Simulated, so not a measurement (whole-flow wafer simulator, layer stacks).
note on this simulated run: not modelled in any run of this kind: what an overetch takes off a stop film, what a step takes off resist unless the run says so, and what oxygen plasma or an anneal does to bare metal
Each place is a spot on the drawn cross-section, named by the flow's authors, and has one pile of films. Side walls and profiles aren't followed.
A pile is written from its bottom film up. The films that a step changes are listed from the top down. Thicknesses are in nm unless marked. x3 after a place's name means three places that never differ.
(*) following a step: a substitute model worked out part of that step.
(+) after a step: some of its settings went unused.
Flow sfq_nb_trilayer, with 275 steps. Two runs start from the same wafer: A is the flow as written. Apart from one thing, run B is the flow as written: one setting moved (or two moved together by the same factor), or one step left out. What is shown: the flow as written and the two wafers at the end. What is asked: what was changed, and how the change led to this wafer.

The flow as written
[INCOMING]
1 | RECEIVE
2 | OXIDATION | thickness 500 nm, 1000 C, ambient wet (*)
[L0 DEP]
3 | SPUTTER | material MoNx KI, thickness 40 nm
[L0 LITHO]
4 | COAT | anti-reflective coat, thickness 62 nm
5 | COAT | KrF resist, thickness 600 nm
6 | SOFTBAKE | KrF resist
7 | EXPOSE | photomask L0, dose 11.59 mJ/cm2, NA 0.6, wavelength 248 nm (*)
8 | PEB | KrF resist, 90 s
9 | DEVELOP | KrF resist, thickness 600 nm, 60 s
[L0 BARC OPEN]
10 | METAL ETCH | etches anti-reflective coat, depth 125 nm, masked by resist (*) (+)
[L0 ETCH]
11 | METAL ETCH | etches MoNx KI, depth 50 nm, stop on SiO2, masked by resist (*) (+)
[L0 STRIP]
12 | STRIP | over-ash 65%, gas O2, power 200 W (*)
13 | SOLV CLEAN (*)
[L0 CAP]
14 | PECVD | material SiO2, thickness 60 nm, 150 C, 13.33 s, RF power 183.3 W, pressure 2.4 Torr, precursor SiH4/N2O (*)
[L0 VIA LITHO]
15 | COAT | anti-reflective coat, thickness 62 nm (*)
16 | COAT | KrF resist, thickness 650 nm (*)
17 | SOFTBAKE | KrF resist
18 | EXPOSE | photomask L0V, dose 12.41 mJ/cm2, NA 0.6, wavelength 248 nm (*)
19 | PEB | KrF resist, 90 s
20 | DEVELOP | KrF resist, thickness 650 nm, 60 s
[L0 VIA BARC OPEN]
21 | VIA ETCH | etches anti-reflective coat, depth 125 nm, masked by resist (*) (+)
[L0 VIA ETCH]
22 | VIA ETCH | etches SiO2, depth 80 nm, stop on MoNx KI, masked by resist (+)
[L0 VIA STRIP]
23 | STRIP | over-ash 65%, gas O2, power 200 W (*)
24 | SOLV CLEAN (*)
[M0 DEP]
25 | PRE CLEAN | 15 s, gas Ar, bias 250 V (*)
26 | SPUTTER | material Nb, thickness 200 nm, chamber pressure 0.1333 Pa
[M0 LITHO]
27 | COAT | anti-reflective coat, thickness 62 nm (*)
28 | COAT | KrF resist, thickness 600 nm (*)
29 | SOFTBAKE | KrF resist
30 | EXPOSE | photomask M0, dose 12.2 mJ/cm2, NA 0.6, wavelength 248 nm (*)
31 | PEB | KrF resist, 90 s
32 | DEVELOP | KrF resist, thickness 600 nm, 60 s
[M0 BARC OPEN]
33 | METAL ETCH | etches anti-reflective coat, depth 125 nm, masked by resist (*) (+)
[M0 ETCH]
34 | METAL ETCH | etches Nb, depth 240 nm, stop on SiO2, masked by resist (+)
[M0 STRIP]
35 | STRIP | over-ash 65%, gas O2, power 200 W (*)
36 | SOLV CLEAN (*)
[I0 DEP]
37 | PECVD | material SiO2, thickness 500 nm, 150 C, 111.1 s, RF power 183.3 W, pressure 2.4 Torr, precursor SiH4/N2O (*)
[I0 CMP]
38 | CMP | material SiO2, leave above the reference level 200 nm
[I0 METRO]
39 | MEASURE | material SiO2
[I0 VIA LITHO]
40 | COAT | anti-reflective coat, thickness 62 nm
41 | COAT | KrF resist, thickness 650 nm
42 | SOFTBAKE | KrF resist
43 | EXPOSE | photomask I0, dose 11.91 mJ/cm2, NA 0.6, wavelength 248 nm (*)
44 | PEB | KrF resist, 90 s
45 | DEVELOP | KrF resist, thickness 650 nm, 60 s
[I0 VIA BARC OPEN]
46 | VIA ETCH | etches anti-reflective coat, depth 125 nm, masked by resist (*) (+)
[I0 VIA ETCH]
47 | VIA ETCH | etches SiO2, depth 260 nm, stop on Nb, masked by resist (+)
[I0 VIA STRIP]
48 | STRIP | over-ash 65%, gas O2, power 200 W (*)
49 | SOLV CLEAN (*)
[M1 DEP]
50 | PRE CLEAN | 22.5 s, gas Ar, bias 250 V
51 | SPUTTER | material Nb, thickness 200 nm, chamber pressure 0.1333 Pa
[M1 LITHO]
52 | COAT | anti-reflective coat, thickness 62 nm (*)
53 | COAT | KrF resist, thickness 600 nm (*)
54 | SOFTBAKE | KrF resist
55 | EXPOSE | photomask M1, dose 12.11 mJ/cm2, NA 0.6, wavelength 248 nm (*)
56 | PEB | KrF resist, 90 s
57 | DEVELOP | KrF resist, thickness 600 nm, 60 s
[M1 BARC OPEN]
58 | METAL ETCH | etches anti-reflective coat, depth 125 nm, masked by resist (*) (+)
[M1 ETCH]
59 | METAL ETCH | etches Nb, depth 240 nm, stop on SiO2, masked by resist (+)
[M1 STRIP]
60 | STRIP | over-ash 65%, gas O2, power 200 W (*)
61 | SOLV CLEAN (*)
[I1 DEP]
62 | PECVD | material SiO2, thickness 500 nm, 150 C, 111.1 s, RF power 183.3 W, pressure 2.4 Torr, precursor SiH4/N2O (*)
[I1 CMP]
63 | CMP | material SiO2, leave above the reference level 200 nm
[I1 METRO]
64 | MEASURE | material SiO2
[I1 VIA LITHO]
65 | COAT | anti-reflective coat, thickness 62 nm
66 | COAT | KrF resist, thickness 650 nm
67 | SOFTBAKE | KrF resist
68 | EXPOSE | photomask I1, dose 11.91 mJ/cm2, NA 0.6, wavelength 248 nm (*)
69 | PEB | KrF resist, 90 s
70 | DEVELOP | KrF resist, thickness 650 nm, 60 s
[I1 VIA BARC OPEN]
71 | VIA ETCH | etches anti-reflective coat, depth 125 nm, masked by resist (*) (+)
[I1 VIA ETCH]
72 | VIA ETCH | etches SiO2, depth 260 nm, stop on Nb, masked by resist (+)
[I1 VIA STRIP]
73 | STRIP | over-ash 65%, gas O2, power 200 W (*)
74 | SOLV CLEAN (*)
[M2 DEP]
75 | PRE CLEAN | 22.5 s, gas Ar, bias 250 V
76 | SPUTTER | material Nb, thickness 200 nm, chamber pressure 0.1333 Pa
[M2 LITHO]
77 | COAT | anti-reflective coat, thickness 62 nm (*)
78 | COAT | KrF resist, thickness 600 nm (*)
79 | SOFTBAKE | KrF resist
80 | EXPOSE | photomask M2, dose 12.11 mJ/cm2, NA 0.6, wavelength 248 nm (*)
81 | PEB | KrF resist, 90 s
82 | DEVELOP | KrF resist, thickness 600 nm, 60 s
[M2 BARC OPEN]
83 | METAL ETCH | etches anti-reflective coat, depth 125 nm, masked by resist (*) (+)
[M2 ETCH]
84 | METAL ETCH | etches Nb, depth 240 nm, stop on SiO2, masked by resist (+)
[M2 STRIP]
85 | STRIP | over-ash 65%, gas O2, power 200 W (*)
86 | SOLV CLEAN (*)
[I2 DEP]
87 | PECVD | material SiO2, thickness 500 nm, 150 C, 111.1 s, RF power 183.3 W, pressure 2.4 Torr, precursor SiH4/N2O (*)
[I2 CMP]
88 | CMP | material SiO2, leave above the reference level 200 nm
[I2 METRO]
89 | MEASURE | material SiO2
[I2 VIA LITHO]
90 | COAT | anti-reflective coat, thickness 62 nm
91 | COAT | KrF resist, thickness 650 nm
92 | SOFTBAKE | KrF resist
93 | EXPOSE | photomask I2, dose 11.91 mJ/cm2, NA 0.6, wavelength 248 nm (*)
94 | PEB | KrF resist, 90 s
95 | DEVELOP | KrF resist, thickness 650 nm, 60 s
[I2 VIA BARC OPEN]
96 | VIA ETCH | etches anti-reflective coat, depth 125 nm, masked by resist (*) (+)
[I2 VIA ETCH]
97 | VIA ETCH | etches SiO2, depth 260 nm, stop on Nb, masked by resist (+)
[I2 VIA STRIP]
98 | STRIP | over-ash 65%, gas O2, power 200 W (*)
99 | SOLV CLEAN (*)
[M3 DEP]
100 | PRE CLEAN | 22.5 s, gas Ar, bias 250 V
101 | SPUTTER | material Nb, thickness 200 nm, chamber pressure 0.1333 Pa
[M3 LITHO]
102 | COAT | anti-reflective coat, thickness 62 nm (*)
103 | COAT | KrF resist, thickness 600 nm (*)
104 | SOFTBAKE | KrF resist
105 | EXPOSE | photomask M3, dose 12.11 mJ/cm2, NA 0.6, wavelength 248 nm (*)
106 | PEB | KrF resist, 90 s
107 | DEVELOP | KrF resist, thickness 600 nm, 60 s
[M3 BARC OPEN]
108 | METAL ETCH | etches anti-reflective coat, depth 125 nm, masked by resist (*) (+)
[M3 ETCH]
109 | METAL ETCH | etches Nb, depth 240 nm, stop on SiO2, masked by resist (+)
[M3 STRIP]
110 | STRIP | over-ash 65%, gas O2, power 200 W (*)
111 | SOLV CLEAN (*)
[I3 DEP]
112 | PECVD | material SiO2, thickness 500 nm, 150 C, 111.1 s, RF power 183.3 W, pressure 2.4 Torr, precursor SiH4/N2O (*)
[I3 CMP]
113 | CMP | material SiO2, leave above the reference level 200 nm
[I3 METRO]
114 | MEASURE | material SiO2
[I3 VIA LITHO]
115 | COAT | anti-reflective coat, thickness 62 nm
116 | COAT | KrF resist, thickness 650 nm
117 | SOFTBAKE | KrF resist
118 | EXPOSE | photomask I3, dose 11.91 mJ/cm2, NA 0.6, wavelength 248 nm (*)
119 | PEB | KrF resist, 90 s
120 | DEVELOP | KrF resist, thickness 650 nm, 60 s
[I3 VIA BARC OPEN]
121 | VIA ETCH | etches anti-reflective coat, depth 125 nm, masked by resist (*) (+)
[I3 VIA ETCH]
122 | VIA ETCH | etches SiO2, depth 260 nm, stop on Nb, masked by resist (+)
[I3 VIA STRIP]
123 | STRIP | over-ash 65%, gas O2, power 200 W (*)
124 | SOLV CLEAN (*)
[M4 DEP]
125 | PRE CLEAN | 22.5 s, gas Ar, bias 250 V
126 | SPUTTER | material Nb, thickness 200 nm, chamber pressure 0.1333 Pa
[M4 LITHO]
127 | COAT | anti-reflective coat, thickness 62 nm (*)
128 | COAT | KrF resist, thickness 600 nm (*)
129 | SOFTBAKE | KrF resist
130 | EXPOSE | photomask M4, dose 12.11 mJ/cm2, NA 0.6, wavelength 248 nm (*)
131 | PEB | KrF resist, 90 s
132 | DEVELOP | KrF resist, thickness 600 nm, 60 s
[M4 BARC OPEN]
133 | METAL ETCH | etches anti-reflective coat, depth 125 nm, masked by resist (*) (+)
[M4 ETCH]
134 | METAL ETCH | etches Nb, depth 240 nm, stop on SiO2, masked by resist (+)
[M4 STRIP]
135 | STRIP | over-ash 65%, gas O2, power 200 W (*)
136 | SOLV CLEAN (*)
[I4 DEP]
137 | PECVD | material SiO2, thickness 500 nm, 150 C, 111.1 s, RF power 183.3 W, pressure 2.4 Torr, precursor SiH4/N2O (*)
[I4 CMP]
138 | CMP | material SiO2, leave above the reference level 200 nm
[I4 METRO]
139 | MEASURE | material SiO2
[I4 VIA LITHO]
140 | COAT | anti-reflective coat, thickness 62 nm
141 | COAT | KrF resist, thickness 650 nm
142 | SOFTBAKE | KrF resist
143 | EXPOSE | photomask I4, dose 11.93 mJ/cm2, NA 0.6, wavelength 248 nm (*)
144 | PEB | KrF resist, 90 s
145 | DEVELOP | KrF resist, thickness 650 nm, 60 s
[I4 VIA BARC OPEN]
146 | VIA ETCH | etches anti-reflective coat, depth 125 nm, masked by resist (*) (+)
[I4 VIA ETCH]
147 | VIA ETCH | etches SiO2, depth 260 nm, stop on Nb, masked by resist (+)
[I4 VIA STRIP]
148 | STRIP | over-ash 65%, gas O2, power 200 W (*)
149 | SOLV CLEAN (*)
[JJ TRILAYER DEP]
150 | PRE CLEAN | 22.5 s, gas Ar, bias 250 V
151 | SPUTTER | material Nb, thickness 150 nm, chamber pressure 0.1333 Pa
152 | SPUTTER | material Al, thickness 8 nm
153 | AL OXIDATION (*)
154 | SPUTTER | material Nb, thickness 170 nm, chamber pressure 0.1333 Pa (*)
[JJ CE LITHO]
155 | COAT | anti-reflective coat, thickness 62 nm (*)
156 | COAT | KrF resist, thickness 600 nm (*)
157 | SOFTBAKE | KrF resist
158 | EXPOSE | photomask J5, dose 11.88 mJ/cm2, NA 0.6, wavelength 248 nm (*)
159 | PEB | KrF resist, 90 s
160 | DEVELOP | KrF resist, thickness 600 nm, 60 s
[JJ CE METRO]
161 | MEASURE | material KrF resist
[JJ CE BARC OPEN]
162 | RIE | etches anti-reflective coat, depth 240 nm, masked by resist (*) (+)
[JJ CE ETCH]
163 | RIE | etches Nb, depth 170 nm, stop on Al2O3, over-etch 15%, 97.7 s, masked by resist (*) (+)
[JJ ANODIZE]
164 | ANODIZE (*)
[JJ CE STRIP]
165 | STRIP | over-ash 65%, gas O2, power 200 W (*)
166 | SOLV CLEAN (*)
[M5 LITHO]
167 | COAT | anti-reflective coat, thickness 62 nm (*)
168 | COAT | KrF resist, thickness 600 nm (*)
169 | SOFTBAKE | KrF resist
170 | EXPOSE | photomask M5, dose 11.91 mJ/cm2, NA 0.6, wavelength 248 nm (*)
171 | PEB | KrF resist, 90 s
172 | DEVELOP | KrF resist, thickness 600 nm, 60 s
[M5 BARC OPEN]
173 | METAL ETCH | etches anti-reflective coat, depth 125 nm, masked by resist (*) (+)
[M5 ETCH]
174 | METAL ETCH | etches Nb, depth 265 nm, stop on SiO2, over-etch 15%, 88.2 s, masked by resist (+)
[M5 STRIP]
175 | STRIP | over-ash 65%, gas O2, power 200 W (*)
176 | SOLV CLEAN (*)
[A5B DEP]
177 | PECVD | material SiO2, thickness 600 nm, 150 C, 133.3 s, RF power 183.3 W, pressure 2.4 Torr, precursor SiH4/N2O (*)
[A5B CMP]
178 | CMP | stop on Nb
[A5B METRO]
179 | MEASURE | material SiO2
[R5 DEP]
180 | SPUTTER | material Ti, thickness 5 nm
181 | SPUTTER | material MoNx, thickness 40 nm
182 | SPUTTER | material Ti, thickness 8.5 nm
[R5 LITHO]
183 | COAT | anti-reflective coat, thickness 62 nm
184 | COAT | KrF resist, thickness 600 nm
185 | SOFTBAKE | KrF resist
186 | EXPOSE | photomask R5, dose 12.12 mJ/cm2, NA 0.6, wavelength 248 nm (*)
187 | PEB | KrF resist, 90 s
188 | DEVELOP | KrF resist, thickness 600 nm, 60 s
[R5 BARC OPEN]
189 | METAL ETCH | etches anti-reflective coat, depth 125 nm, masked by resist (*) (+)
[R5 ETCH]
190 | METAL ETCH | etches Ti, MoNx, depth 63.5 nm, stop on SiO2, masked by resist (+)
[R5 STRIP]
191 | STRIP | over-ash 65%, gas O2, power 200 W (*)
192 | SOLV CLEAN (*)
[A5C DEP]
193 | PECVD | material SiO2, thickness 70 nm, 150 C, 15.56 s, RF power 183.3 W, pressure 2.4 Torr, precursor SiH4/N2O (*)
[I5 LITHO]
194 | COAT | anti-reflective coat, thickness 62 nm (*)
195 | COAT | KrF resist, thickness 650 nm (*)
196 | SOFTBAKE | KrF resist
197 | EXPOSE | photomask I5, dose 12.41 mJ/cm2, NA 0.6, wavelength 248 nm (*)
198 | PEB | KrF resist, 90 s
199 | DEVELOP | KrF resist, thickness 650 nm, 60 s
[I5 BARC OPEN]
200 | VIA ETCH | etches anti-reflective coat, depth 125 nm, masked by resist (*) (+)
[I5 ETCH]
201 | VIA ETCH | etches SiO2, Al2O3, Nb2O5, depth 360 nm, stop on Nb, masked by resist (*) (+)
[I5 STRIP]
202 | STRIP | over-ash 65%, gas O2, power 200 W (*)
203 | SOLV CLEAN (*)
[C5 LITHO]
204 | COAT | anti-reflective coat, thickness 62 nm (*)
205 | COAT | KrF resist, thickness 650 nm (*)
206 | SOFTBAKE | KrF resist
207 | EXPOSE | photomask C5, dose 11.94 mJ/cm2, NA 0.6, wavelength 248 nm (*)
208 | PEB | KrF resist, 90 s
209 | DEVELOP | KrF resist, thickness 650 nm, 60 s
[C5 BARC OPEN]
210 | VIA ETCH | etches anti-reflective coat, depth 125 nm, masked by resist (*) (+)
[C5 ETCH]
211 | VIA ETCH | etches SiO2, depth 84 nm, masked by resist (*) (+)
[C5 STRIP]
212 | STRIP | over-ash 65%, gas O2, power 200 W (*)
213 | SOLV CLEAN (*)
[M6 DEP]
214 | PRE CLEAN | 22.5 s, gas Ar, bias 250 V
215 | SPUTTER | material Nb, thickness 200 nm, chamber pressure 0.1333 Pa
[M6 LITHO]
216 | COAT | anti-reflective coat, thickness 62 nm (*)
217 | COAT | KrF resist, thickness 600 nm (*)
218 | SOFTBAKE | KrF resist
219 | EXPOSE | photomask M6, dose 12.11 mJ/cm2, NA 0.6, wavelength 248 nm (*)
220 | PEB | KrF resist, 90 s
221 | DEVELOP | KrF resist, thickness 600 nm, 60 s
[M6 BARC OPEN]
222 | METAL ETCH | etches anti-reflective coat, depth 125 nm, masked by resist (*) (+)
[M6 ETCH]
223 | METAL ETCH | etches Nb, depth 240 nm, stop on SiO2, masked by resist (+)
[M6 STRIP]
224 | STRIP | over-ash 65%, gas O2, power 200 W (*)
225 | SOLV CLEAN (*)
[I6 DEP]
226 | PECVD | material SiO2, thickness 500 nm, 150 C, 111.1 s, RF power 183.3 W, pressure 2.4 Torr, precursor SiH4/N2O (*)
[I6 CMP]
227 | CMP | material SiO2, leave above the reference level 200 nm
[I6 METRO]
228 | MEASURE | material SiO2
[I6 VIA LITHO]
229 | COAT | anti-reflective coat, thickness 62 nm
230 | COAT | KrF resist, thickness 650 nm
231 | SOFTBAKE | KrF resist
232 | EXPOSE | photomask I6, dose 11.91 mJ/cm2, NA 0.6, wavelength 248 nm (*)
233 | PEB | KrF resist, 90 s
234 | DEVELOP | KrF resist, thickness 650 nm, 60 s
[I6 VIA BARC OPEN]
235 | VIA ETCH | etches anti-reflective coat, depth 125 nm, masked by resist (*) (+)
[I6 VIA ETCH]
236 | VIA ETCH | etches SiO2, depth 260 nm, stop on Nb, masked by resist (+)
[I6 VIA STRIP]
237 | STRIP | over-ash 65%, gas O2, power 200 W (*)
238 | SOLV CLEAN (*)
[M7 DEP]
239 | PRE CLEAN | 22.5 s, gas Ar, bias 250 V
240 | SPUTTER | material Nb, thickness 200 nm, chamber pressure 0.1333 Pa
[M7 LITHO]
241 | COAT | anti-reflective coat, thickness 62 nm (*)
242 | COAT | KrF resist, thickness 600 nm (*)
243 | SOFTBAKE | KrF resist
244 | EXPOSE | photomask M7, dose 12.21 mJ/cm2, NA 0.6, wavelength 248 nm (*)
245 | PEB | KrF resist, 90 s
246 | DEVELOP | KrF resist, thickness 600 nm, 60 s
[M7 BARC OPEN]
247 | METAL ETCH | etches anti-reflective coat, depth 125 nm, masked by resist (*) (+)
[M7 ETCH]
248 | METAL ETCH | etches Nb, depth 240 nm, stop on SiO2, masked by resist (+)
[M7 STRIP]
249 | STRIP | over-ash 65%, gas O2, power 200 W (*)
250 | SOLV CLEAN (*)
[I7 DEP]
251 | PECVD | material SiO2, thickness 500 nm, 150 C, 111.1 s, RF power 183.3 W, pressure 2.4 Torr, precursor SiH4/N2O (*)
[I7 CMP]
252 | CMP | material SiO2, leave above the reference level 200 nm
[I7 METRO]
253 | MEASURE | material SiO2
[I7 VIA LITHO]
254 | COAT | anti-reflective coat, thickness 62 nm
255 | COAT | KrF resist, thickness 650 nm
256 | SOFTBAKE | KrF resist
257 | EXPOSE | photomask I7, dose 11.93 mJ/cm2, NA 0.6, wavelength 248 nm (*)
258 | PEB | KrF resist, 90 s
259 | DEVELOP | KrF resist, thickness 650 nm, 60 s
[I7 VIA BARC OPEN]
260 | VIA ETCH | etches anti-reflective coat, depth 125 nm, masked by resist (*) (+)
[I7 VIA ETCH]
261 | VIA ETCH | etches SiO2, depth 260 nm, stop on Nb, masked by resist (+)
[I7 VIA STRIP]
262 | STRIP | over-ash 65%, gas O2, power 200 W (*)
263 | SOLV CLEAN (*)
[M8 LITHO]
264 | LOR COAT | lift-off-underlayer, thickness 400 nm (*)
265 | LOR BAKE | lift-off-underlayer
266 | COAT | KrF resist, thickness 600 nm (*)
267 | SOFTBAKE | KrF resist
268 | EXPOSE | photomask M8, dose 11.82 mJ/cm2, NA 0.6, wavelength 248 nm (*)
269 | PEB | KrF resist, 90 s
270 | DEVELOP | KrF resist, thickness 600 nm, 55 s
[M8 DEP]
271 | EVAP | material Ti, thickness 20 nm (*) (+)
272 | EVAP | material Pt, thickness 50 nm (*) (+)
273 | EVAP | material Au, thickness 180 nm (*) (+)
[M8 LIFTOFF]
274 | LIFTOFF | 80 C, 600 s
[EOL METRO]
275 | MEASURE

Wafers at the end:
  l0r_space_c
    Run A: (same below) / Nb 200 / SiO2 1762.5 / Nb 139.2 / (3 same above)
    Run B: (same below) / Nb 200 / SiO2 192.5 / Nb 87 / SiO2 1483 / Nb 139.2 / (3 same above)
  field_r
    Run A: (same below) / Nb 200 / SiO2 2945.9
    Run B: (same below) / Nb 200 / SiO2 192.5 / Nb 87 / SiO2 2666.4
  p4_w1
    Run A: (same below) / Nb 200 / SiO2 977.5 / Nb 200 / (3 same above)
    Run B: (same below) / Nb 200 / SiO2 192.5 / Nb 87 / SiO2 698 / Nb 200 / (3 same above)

Cause: step 59, METAL ETCH: depth 113 nm was run, whereas the flow has depth 240 nm.

How this came from the change, step by step:
  59 | METAL ETCH | etches Nb, depth 240 nm, stop on SiO2, masked by resist (+)
      field_l, be, be_sur and 79 more: A Nb loses 200 (all of it) | B Nb loses 113
      v_sur, via_wl, via_w and 21 more: A KrF resist loses 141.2 | B KrF resist loses 66.5
  60 | STRIP | over-ash 65%, gas O2, power 200 W (*)
      wl_j_sl, wl_jj, wl_j_sr and 13 more: A KrF resist loses 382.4 (all of it), anti-reflective coat loses 62 (all of it) | B KrF resist loses 457.1 (all of it), anti-reflective coat loses 62 (all of it)
      v_sur: A KrF resist loses 365.9 (all of it), anti-reflective coat loses 61.1 (all of it) | B KrF resist loses 440.6 (all of it), anti-reflective coat loses 61.1 (all of it)
      (as well as at 7 more places)
  62 | PECVD | material SiO2, thickness 500 nm, 150 C, 111.1 s, RF power 183.3 W, pressure 2.4 Torr, precursor SiH4/N2O (*)
      field_l, be, be_sur and 72 more: A SiO2 gains 500 | B SiO2 gains 500 (new film)
      lsp_m, ln_m6, lsp_r, l0_sur, l0v: A SiO2 gains 494.9 | B SiO2 gains 500 (new film)
      (as well as at 2 more places)
  63 | CMP | material SiO2, leave above the reference level 200 nm
      field_l, be, be_sur and 72 more: A SiO2 loses 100 | B SiO2 loses 187
      lsp_m, ln_m6, lsp_r, l0_sur, l0v: A SiO2 loses 94.9 | B SiO2 loses 187
      (as well as at 2 more places)
With metal films that touch counted as one body, l0r_space_c has 3 bodies (between them, from the top down: SiO2 1483; SiO2 192.5); the flow as written gives 2 bodies (between them, from the top down: SiO2 1762.5).
With metal films that touch counted as one body, field_r has 2 bodies (between them, from the top down: SiO2 192.5); the flow as written gives 1 body.
With metal films that touch counted as one body, p4_w1 has 4 bodies (between them, from the top down: SiO2 192.5; SiO2 698; SiO2 192.5); the flow as written gives 3 bodies (between them, from the top down: SiO2 192.5; SiO2 977.5).
